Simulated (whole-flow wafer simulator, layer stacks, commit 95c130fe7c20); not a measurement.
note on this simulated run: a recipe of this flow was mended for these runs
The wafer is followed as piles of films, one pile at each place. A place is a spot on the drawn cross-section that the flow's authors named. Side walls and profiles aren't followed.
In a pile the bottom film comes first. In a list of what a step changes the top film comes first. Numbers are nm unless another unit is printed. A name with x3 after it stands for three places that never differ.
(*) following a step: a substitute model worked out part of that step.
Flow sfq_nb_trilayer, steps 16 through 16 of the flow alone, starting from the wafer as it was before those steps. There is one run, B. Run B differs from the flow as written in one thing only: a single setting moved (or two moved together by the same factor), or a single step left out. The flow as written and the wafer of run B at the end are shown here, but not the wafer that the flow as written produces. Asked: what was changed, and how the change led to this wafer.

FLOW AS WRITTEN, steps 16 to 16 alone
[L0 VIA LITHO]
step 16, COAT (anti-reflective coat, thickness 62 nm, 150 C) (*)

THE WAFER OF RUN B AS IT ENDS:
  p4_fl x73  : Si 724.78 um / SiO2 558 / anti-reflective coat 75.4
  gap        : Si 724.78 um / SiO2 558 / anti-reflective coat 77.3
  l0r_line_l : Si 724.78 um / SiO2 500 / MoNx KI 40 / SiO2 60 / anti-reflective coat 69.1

What caused this: step 16, COAT: thickness 75.4 nm was run, while the flow as written has thickness 62 nm.
One can read it off the wafer: p4_fl x73 has anti-reflective coat 75.4, and step 16 as written asks for 62 nm.

How this came from the change, step by step:
  step 16, COAT (anti-reflective coat, thickness 62 nm, 150 C) (*)
      p4_fl x73: anti-reflective coat gains 75.4 (new film) (it would be, as written: anti-reflective coat gains 62 (new film))
      gap, jj_sur, ce_l and 6 more: anti-reflective coat gains 77.3 (new film) (it would be, as written: anti-reflective coat gains 63.8 (new film))
      (as well as at 24 more places)
